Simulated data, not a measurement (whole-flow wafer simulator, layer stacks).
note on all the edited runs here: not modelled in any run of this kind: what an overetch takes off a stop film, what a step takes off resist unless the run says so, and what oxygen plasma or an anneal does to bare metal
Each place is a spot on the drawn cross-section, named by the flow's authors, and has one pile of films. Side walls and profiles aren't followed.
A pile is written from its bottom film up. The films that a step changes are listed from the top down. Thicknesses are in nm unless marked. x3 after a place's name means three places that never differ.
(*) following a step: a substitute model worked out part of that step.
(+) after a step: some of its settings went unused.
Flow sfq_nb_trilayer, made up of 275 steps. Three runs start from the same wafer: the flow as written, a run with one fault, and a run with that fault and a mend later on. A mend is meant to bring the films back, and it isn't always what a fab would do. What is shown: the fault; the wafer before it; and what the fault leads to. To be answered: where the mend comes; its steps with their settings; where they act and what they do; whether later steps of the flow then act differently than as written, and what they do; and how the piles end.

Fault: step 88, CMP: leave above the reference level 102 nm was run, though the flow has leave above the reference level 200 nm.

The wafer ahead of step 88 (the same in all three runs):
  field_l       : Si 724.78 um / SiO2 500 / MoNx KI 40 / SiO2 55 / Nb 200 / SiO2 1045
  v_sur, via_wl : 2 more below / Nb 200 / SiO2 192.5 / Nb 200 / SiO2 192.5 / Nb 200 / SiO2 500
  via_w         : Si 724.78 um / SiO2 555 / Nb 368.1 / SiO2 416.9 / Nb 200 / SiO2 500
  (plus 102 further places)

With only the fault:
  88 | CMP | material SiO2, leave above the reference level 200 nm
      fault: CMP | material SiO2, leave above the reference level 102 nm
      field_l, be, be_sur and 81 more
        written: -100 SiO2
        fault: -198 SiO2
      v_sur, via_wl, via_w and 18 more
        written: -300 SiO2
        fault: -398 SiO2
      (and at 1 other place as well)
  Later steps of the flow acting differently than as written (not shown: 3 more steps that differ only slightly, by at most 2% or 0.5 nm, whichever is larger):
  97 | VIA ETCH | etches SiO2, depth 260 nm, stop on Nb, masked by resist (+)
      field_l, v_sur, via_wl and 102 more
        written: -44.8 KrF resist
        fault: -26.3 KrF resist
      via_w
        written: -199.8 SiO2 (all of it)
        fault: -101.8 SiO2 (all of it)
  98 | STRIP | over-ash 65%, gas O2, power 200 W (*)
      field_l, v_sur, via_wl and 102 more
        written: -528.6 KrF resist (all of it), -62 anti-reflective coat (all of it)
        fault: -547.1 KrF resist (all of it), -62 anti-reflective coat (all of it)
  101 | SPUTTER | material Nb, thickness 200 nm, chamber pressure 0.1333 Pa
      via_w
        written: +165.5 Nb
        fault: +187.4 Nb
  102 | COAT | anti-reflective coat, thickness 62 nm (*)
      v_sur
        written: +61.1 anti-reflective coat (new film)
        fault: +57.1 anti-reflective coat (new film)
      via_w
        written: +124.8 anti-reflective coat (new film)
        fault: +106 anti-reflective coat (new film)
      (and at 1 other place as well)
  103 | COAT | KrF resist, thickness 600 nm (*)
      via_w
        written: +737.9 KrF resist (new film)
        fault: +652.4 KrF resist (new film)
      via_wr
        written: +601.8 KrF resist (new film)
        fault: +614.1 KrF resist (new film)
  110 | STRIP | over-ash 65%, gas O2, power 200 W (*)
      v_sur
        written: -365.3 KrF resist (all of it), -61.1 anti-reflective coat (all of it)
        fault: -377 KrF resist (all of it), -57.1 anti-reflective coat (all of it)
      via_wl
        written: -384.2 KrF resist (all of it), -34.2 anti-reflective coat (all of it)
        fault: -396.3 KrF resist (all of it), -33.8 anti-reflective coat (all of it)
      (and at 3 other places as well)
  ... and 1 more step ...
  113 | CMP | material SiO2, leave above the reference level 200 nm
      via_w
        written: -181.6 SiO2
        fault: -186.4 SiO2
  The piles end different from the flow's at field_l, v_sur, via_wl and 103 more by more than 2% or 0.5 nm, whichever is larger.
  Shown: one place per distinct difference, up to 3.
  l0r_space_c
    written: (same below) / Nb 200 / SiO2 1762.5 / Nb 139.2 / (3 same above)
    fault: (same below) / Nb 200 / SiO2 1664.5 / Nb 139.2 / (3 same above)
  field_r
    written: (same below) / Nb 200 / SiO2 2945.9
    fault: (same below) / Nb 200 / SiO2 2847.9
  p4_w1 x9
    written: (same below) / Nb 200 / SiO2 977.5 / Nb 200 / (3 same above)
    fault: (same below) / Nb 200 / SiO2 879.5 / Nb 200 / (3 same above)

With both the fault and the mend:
  After step 95 comes the mend.
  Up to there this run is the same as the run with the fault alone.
  95a | STRIP | over-ash 65%, gas O2, power 200 W (*)
      field_l, v_sur, via_wl and 102 more
        -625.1 KrF resist (all of it), -62 anti-reflective coat (all of it)
      via_w
        -62 anti-reflective coat (all of it)
  95b | PECVD | material SiO2, thickness 98 nm, 150 C, 21.78 s, RF power 183.3 W, pressure 2.4 Torr, precursor SiH4/N2O (the flow's step 87 again, with other settings)
      field_l, v_sur, via_wl and 103 more
        +98 SiO2
  95c | COAT | anti-reflective coat, thickness 62 nm (the flow's step 90 again)
      field_l, v_sur, via_wl and 103 more
        +62 anti-reflective coat (new film)
  95d | COAT | KrF resist, thickness 650 nm (the flow's step 91 again)
      field_l, v_sur, via_wl and 103 more
        +650 KrF resist (new film)
  95e | SOFTBAKE | KrF resist (the flow's step 92 again)
      leaves every film unchanged at each place that is followed
  95f | EXPOSE | photomask I2, dose 11.91 mJ/cm2, NA 0.6, wavelength 248 nm (*) (the flow's step 93 again)
      leaves every film unchanged at each place that is followed
  95g | PEB | KrF resist, 90 s (the flow's step 94 again)
      field_l, v_sur, via_wl and 103 more
        -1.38 KrF resist
  95h | DEVELOP | KrF resist, thickness 650 nm, 60 s (the flow's step 95 again)
      field_l, v_sur, via_wl and 102 more
        -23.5 KrF resist
      via_w
        -648.6 KrF resist (all of it)
  Later steps of the flow that are run all act as written at every place that is followed.
  By the end, the piles equal the flow's at every place that both follow.
